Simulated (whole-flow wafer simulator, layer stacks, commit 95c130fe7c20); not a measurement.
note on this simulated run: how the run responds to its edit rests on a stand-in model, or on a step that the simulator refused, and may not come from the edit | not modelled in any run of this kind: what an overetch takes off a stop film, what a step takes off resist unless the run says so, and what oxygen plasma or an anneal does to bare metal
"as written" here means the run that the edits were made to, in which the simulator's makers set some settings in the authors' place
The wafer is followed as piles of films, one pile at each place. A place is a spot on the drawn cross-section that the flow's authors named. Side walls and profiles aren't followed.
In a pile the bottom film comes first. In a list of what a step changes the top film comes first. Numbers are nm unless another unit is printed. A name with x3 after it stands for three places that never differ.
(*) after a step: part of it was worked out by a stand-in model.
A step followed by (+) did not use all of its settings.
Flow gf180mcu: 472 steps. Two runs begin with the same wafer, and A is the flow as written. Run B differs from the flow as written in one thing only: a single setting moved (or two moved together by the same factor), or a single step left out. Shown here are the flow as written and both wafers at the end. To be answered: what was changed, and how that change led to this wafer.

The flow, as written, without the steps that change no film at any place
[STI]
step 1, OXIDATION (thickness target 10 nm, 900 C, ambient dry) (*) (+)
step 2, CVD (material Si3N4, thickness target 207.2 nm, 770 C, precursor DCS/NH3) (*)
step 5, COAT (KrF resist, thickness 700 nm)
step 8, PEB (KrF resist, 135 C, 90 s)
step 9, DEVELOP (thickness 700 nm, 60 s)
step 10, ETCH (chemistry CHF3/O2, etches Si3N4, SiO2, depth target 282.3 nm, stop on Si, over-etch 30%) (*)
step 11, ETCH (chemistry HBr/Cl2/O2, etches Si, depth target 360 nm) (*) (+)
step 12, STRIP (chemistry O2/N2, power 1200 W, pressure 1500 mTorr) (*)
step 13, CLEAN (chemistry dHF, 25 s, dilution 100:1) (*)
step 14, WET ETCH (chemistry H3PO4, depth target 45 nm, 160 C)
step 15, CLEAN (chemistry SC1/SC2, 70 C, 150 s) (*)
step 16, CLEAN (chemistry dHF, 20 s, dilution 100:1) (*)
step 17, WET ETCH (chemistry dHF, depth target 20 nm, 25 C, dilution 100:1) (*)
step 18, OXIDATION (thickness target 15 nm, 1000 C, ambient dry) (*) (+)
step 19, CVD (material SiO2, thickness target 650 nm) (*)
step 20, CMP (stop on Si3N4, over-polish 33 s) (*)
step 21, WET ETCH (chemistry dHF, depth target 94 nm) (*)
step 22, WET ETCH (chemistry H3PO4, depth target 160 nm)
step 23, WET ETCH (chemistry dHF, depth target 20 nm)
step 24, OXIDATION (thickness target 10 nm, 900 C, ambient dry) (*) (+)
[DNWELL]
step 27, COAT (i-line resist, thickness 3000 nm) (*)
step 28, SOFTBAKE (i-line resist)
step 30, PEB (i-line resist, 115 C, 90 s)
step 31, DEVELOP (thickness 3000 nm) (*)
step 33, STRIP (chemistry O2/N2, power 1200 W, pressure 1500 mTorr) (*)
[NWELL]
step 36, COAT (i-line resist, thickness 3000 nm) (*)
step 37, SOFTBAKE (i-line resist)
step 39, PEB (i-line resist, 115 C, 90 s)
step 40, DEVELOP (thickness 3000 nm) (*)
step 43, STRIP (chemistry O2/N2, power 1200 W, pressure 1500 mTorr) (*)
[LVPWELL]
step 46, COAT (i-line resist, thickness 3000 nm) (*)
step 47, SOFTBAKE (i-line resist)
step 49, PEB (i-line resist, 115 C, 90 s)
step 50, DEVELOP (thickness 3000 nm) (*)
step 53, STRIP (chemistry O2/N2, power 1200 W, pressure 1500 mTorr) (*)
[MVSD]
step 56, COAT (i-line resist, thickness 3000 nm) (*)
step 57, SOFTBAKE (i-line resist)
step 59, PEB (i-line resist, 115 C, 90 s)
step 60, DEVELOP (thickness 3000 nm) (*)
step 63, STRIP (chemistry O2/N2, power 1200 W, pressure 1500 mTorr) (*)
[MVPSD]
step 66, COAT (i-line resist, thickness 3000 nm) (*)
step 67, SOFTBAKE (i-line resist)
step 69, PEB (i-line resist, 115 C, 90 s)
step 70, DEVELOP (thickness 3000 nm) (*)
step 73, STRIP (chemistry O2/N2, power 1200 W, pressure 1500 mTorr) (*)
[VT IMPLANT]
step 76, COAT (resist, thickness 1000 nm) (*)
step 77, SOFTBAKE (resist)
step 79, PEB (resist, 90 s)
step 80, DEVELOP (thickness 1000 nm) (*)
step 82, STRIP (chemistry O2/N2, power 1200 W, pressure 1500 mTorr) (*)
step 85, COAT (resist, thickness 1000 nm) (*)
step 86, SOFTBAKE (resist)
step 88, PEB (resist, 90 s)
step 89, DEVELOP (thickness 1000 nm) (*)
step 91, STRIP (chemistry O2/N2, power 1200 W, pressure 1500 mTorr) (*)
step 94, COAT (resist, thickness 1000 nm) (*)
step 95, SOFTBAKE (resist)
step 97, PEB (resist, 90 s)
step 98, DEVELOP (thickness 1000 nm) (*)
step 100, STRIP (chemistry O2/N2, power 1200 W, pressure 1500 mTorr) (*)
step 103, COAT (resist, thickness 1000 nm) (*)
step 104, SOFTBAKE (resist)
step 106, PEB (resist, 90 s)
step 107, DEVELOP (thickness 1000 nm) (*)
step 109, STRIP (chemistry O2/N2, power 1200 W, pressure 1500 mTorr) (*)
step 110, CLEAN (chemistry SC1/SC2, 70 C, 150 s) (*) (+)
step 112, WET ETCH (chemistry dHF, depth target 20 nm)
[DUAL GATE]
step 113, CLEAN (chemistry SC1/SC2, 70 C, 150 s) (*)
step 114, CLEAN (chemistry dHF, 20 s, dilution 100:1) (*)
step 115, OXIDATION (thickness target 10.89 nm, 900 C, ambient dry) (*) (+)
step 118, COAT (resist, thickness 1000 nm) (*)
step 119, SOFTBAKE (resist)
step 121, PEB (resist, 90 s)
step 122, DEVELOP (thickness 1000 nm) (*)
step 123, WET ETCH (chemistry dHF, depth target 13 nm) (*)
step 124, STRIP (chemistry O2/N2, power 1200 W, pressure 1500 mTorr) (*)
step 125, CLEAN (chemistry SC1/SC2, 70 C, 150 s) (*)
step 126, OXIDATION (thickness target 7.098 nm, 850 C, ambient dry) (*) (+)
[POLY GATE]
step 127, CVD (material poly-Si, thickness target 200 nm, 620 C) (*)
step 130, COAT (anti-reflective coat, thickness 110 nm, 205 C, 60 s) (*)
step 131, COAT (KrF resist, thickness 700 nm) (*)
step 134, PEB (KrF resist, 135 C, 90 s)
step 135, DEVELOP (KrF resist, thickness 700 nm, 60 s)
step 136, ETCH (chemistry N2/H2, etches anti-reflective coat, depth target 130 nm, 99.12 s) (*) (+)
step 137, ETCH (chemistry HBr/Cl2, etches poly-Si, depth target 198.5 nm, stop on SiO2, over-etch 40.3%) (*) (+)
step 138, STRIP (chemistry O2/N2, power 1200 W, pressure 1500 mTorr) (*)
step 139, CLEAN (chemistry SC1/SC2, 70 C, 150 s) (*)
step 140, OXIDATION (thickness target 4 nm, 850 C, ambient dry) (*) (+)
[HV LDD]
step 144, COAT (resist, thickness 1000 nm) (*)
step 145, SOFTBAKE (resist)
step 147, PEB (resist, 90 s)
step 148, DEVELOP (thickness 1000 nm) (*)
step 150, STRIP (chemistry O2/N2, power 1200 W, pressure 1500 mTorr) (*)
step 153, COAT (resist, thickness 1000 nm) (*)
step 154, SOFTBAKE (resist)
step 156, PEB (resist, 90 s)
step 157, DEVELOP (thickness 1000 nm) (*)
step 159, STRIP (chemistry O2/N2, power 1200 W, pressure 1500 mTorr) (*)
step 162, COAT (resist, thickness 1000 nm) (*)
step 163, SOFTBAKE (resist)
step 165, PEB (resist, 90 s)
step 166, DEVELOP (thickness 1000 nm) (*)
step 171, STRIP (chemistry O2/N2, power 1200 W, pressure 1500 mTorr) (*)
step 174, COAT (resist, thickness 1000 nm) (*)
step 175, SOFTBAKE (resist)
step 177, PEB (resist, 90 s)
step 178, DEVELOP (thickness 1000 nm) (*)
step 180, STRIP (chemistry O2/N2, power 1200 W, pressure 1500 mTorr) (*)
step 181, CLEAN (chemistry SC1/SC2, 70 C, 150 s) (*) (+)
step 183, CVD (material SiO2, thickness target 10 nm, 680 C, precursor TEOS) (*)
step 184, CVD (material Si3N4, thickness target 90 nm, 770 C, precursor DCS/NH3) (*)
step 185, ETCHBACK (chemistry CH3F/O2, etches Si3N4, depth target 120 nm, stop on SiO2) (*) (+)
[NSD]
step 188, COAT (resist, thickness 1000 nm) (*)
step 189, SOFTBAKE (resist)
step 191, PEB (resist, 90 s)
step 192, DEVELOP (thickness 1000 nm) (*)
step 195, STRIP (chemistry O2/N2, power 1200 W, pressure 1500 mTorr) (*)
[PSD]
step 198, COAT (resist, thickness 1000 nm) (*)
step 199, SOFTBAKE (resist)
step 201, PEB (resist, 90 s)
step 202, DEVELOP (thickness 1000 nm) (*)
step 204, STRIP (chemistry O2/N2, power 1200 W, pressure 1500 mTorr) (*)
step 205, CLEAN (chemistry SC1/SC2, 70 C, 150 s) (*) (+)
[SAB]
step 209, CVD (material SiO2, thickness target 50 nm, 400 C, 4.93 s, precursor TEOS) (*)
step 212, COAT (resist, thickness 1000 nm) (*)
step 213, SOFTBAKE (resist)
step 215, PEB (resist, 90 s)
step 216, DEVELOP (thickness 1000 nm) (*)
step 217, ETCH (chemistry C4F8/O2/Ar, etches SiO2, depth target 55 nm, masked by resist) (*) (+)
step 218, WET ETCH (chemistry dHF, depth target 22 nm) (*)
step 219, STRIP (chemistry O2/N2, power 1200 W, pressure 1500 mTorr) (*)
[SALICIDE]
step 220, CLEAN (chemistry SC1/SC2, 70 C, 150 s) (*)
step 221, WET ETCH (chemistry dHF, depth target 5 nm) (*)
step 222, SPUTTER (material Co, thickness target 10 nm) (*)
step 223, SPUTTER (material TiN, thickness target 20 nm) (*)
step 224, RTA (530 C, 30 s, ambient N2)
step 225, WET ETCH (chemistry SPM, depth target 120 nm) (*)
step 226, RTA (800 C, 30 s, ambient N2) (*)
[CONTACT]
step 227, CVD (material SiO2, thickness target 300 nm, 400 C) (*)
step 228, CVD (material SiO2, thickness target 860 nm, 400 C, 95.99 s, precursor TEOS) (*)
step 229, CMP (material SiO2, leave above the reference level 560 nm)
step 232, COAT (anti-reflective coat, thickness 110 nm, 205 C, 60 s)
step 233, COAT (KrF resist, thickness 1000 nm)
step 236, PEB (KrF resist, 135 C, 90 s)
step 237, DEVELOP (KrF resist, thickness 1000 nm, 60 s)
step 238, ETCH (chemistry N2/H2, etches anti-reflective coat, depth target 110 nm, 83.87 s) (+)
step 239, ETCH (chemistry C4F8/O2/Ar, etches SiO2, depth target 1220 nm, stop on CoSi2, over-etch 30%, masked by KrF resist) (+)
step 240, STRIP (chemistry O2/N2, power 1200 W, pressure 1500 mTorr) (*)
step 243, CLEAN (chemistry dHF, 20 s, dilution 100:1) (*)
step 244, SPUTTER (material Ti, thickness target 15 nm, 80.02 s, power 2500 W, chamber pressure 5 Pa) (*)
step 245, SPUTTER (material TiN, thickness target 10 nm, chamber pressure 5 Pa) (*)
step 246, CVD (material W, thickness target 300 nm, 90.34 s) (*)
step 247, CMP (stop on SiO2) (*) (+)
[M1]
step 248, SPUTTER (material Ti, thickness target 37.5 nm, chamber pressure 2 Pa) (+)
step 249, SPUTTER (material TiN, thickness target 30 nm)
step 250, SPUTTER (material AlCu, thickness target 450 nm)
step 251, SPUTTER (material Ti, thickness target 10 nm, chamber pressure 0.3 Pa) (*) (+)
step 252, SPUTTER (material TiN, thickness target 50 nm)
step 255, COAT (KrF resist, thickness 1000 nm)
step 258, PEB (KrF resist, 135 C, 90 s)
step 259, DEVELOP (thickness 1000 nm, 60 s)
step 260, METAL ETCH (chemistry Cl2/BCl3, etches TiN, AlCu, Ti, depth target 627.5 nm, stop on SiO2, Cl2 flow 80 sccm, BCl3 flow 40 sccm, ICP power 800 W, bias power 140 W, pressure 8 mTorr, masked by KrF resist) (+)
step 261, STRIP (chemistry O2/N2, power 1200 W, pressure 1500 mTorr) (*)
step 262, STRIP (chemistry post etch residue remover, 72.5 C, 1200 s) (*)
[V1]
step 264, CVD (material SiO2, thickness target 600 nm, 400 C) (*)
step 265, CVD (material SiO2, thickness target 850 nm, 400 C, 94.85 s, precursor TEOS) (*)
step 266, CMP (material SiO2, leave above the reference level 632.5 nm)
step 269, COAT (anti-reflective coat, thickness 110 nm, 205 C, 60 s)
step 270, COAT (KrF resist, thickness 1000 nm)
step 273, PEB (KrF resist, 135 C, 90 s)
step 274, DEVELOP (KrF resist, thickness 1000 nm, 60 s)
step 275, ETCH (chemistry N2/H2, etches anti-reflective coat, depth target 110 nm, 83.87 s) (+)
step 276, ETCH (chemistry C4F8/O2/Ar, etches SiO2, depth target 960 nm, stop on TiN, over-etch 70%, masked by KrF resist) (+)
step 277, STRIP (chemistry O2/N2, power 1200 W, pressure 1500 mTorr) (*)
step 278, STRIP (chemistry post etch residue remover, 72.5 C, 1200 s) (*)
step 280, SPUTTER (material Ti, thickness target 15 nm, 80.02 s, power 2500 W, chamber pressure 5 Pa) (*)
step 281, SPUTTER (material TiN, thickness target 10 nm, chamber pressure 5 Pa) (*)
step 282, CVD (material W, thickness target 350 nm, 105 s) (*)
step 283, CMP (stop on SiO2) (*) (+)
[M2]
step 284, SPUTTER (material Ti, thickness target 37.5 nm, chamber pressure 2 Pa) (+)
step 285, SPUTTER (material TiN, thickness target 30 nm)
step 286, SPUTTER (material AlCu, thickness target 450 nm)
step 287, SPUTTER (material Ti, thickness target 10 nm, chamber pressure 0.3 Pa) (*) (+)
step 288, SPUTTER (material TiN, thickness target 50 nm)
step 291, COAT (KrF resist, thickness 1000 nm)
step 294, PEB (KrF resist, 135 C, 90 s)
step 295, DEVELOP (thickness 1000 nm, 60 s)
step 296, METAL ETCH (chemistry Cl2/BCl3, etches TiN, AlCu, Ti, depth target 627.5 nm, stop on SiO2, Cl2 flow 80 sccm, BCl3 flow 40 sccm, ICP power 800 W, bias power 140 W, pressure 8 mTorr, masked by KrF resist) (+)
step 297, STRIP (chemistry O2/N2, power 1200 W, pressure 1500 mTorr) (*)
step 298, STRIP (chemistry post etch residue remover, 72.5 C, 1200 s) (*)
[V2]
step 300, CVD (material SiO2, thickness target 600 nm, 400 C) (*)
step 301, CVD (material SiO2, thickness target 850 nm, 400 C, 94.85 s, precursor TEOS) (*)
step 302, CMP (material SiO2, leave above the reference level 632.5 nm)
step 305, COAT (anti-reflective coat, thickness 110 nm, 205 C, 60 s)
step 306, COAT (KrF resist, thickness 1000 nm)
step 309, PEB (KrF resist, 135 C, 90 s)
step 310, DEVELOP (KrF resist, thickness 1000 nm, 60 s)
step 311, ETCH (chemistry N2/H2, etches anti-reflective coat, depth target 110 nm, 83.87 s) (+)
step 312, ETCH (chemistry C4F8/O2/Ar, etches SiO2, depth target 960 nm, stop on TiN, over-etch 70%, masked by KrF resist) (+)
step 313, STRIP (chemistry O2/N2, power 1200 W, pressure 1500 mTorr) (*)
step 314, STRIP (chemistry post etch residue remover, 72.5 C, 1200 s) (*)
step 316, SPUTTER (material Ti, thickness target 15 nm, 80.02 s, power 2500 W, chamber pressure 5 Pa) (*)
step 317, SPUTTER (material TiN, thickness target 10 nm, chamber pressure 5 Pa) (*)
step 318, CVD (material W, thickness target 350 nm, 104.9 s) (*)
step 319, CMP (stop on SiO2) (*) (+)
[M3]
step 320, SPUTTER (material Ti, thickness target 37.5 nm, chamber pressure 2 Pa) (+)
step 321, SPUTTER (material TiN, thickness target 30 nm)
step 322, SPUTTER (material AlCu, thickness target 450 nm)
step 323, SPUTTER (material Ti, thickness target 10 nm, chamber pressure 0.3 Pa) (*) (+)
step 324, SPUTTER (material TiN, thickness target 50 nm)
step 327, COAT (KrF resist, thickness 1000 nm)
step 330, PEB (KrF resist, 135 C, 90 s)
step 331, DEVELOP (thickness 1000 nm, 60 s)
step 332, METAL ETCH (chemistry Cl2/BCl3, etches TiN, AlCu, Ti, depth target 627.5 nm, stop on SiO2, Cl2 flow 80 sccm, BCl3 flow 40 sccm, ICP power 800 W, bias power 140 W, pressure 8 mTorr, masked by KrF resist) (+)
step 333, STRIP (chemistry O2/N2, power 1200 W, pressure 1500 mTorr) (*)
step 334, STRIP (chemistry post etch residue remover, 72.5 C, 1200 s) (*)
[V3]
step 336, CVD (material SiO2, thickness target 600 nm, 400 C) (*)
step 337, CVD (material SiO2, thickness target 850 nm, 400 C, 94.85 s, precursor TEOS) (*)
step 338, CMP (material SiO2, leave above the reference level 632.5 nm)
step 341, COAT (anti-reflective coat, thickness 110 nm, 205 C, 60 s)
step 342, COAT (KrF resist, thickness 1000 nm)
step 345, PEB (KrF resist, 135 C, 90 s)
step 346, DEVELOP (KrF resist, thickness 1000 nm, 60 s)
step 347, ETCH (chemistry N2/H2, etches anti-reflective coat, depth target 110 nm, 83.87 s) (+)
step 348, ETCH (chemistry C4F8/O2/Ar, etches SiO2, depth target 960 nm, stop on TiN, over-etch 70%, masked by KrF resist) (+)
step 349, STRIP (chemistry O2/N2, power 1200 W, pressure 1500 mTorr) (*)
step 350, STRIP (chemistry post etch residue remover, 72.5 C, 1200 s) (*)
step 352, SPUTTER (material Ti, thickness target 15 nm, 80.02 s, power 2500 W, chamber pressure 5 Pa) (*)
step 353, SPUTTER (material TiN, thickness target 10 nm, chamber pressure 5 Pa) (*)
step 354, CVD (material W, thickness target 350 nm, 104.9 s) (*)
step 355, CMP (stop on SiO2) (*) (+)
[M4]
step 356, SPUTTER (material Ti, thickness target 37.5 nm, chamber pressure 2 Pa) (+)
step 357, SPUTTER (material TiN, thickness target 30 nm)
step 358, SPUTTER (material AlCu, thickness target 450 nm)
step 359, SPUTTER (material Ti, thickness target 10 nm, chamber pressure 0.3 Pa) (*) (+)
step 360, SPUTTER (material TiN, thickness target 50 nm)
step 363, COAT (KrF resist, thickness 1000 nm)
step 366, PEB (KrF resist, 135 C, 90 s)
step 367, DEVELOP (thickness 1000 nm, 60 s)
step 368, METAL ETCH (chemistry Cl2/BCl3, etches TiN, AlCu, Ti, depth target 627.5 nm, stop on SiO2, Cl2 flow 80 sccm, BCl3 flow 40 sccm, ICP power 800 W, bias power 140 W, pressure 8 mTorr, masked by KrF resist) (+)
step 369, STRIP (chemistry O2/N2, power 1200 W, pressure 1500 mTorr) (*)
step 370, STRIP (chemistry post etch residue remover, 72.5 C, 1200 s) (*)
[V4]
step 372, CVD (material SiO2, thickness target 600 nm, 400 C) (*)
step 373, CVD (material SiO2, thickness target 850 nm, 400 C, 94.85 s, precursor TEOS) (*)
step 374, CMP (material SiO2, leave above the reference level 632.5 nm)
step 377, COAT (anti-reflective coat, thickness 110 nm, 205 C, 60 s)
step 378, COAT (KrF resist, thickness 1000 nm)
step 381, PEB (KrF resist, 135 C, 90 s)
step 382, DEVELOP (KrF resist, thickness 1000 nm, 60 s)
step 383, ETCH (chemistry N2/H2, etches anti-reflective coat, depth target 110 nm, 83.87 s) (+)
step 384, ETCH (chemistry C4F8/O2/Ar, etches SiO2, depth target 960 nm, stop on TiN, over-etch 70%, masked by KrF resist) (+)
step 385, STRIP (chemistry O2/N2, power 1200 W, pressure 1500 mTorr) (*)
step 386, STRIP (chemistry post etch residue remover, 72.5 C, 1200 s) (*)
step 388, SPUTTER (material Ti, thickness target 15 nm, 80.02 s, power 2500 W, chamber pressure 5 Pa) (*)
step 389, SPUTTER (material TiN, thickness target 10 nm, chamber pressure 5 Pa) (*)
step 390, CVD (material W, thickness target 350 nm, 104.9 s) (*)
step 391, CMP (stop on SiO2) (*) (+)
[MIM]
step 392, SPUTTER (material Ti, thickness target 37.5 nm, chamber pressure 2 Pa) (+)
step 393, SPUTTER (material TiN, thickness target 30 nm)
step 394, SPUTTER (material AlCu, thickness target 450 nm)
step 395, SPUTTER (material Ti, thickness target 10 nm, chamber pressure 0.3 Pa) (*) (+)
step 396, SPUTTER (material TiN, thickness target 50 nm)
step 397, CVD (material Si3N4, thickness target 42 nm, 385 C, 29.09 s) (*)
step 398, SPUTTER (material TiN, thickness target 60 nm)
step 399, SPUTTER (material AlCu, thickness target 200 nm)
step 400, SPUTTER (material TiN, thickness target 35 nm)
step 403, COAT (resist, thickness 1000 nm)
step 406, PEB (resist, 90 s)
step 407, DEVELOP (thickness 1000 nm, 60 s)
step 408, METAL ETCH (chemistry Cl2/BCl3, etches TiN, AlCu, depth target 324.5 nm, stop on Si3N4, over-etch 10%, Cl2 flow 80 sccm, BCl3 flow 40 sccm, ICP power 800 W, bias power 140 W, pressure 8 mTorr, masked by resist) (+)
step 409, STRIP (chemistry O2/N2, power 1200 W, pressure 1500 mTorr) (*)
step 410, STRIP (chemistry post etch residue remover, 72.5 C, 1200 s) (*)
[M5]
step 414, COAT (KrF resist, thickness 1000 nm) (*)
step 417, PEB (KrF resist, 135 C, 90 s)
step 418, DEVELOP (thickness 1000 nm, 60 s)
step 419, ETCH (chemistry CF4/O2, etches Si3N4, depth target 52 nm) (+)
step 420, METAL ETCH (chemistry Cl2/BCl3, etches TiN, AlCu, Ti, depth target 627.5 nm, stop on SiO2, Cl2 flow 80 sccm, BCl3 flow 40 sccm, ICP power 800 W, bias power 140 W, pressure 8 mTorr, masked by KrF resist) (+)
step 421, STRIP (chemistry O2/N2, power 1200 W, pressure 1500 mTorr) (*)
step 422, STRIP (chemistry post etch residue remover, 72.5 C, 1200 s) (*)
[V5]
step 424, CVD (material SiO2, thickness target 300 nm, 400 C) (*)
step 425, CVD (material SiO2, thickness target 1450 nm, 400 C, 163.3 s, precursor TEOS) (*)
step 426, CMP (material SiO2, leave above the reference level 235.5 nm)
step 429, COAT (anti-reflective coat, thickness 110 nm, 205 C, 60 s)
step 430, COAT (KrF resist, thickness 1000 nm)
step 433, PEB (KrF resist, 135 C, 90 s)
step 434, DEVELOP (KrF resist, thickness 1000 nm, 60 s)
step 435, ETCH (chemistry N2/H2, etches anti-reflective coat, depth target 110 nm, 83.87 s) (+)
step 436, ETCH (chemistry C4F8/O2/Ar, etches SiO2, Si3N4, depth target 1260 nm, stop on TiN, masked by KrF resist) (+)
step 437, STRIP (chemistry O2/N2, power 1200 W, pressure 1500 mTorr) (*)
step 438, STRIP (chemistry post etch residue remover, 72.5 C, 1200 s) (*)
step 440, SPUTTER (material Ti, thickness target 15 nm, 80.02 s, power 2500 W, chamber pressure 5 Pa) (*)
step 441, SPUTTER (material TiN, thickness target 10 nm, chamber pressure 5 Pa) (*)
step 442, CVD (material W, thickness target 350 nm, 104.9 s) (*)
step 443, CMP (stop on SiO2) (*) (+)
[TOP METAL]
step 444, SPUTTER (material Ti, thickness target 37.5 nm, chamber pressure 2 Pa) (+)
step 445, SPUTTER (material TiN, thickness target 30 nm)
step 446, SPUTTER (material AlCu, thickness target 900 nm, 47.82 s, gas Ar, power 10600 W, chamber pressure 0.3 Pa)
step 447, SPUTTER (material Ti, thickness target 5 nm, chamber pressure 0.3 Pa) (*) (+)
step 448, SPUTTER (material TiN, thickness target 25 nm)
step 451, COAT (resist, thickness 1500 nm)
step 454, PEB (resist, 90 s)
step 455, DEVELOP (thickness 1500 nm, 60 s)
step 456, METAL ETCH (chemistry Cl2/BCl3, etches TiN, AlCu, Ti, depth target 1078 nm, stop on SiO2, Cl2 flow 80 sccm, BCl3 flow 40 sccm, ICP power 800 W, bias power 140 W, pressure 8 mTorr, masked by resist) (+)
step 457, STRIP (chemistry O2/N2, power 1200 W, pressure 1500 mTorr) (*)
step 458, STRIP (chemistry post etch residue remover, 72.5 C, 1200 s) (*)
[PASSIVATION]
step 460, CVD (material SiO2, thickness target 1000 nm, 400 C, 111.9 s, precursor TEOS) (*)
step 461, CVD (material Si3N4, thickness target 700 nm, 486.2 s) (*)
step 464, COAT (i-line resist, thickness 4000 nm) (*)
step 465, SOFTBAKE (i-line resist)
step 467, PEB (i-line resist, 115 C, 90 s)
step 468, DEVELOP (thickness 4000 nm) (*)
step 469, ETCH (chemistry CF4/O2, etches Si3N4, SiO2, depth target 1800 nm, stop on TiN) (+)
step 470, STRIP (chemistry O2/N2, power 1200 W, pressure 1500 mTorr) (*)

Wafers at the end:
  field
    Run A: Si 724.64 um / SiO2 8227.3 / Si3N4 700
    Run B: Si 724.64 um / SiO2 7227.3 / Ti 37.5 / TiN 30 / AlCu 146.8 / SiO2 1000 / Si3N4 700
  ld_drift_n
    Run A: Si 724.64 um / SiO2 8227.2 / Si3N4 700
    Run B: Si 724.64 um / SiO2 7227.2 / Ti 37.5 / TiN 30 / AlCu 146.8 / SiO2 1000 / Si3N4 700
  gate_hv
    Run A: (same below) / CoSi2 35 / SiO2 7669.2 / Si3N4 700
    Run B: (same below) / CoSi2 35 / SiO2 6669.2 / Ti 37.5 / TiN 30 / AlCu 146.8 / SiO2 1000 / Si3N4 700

What caused this: step 446, SPUTTER: thickness target 1200 nm was run, whereas the flow has thickness target 900 nm.

The path from the change to this, step by step:
  step 446, SPUTTER (material AlCu, thickness target 900 nm, 47.82 s, gas Ar, power 10600 W, chamber pressure 0.3 Pa)
      field, field__w1, field__w2 and 109 more: A AlCu gains 900 (new film) | B AlCu gains 1200 (new film)
  step 456, METAL ETCH (chemistry Cl2/BCl3, etches TiN, AlCu, Ti, depth target 1078 nm, stop on SiO2, Cl2 flow 80 sccm, BCl3 flow 40 sccm, ICP power 800 W, bias power 140 W, pressure 8 mTorr, masked by resist) (+)
      field, field__w1, field__w2 and 103 more: A TiN loses 25 (all of it), Ti loses 5 (all of it), AlCu loses 900 (all of it), TiN loses 30 (all of it), Ti loses 37.5 (all of it) | B TiN loses 25 (all of it), Ti loses 5 (all of it), AlCu loses 1047.5
  step 458, STRIP (chemistry post etch residue remover, 72.5 C, 1200 s) (*)
      field, field__w1, field__w2 and 103 more: A nothing | B AlCu loses 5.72
  step 460, CVD (material SiO2, thickness target 1000 nm, 400 C, 111.9 s, precursor TEOS) (*)
      field, field__w1, field__w2 and 103 more: A SiO2 gains 1000 | B SiO2 gains 1000 (new film)
  step 464, COAT (i-line resist, thickness 4000 nm) (*)
      field__w8: A i-line resist gains 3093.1 (new film) | B i-line resist gains 3018.1 (new film)
      contact: A i-line resist gains 3153.6 (new film) | B i-line resist gains 3059.2 (new film)
      (also at 4 further places)
  step 465, SOFTBAKE (i-line resist)
      field__w5, field__w9: A i-line resist gains 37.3 | B i-line resist gains 34.2
      field__w11, field__w13: A i-line resist gains 37.9 | B i-line resist gains 35.5
      (also at 56 further places)
  step 467, PEB (i-line resist, 115 C, 90 s)
      field__w8, m1__w1: A i-line resist loses 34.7 | B i-line resist loses 33.3
      contact, m1: A i-line resist loses 35.1 | B i-line resist loses 33.6
      (also at 2 further places)
  step 468, DEVELOP (thickness 4000 nm) (*)
      pad: A i-line resist loses 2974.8 (all of it) | B i-line resist loses 2889.9 (all of it)
  step 470, STRIP (chemistry O2/N2, power 1200 W, pressure 1500 mTorr) (*)
      field__w8, m1__w1: A i-line resist loses 1787.7 (all of it) | B i-line resist loses 1705.3 (all of it)
      contact: A i-line resist loses 1811.2 (all of it) | B i-line resist loses 1722 (all of it)
      (also at 2 further places)
If metal films that touch count as one body, field has 1 body; the flow as written gives 0 bodies.
If metal films that touch count as one body, ld_drift_n has 1 body; the flow as written gives 0 bodies.
If metal films that touch count as one body, gate_hv has 2 bodies (between them, from the top down: SiO2 6669.2); the flow as written gives 1 body.
